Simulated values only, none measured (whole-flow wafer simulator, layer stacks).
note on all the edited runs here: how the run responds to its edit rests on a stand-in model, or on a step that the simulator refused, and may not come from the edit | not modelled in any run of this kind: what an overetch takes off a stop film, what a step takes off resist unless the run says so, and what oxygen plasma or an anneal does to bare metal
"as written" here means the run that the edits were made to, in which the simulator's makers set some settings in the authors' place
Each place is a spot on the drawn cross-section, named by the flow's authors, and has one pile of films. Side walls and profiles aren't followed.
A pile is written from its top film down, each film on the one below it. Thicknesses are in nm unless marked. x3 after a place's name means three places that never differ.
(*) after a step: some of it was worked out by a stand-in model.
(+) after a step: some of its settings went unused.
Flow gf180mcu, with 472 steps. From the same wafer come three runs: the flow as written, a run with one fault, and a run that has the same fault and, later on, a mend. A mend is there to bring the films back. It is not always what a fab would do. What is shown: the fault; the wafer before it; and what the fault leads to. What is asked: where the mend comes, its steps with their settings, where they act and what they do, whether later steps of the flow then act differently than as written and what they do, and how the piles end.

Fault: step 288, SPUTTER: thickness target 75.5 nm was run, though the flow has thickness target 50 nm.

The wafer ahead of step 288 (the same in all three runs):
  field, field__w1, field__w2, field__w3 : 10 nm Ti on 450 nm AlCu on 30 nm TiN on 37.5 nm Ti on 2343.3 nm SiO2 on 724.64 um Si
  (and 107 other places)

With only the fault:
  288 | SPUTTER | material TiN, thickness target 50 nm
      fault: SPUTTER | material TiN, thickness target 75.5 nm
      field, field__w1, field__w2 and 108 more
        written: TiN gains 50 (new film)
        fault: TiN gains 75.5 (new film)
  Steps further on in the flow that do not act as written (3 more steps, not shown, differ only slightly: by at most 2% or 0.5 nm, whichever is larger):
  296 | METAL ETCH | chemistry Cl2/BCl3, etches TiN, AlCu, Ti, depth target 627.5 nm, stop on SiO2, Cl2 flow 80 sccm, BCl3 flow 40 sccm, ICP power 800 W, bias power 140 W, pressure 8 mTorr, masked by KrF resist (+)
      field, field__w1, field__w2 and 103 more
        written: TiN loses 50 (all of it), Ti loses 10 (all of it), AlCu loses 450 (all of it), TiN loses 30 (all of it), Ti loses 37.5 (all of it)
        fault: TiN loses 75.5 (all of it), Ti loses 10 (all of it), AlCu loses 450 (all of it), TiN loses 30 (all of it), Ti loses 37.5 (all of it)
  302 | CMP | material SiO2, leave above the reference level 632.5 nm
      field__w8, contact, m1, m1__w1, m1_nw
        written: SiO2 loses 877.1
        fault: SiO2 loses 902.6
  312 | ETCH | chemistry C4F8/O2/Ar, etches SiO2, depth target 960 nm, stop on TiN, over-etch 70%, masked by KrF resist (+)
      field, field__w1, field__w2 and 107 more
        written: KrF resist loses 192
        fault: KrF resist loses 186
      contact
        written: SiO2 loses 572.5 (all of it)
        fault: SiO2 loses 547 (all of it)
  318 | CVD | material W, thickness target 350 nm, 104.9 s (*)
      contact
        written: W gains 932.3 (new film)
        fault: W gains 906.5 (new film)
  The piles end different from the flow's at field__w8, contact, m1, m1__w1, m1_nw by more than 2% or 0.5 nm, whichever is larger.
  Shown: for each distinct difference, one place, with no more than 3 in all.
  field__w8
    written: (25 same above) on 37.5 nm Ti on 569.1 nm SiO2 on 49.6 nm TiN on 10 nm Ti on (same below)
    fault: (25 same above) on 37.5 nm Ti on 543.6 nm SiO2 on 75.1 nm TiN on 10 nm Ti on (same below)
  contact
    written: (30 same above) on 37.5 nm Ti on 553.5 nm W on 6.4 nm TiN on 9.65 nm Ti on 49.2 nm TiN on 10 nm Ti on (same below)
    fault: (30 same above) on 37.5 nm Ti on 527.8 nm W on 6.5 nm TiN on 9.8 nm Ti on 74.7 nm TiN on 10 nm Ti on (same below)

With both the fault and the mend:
  The mend follows step 295.
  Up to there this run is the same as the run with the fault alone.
  295a | STRIP | chemistry O2/N2, power 2160 W, pressure 1700 mTorr (*)
      field__w8, contact, m1, m1__w1, m1_nw
        KrF resist loses 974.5 (all of it)
  295b | METAL ETCH | chemistry Cl2/BCl3, etches TiN, AlCu, Ti, depth target 25.5 nm, Cl2 flow 80 sccm, BCl3 flow 40 sccm, ICP power 800 W, bias power 140 W, pressure 8 mTorr (the flow's step 260, run once more with other settings)
      field, field__w1, field__w2 and 108 more
        TiN loses 25.5
  295c | HMDS | 120 C, 60 s (the flow's step 290, run once more)
      alters no film at any place that is followed
  295d | COAT | KrF resist, thickness 1000 nm (the flow's step 291, run once more)
      field, field__w1, field__w2 and 108 more
        KrF resist gains 1000 (new film)
  295e | SOFTBAKE | KrF resist (the flow's step 292, run once more)
      alters no film at any place that is followed
  295f | EXPOSE | photomask Metal2 (the flow's step 293, run once more)
      alters no film at any place that is followed
  295g | PEB | KrF resist, 135 C, 90 s (the flow's step 294, run once more)
      field, field__w1, field__w2 and 108 more
        KrF resist loses 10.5
  295h | DEVELOP | thickness 1000 nm, 60 s (the flow's step 295, run once more)
      field, field__w1, field__w2 and 103 more
        KrF resist loses 989.5 (all of it)
      field__w8, contact, m1, m1__w1, m1_nw
        KrF resist loses 14.9
  Every later step of the flow that is run acts as written at every place that is followed.
  At every place that both follow, the piles at the end match the flow's.
